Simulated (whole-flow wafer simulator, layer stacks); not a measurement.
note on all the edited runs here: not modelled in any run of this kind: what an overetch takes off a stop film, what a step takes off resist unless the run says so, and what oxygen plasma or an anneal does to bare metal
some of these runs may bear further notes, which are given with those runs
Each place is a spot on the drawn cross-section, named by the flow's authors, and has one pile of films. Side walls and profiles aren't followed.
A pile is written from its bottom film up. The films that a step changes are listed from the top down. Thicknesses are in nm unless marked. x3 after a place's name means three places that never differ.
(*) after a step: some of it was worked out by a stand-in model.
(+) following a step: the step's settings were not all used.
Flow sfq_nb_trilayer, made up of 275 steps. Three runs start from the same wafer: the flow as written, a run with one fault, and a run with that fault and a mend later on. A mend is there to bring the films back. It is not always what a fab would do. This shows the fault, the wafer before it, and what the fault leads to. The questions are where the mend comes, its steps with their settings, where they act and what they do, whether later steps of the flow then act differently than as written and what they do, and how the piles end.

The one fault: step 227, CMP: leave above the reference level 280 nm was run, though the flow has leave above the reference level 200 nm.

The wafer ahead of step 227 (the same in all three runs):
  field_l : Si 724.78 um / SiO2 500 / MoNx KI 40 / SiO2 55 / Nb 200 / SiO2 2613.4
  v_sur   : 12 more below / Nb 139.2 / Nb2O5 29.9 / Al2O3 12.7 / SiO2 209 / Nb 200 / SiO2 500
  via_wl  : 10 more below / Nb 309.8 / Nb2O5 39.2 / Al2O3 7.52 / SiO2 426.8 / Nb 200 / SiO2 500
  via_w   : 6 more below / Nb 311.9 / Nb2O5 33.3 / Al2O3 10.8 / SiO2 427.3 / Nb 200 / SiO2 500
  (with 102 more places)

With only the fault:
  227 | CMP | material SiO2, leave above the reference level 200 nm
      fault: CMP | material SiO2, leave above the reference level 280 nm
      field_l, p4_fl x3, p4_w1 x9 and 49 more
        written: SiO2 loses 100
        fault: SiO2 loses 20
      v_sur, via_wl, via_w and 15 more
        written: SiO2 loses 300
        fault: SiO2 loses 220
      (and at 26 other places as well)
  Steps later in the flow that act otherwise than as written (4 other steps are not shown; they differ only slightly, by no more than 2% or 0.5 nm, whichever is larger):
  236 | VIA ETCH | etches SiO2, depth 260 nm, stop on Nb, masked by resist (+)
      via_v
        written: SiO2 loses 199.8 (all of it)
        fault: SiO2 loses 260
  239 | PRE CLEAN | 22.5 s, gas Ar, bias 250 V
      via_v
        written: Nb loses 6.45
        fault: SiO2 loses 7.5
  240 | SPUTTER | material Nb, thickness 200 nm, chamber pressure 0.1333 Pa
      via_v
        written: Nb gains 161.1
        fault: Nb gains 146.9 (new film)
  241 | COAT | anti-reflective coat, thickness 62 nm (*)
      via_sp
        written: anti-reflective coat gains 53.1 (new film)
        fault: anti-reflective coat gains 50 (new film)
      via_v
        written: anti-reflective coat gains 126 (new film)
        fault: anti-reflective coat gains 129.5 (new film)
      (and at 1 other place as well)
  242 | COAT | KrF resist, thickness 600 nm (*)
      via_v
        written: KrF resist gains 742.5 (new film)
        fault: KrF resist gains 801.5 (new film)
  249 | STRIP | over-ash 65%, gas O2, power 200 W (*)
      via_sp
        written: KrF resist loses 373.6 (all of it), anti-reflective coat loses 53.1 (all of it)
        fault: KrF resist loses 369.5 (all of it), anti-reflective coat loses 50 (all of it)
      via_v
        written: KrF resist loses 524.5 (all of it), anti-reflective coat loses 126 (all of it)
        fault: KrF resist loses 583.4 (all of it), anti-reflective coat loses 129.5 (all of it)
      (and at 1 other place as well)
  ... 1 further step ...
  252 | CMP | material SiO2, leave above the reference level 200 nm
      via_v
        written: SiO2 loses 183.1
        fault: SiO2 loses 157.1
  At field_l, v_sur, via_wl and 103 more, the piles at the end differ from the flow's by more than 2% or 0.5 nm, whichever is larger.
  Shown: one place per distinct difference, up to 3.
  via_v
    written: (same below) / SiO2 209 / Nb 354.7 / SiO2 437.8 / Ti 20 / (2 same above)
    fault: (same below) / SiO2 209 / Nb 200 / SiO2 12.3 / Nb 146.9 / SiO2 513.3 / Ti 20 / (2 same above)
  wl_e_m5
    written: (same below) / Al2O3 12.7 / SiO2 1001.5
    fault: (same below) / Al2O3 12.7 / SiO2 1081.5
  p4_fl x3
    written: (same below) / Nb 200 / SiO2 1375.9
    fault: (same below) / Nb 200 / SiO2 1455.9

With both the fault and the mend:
  After step 228 comes the mend.
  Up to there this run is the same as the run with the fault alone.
  228a | CMP | material SiO2, leave above the reference level 200 nm (the flow's step 227, run once more)
      field_l, v_sur, via_wl and 103 more
        SiO2 loses 80
  None of the later steps of the flow acts differently than as written at any place that is followed.
  By the end, the piles equal the flow's at every place that both follow.
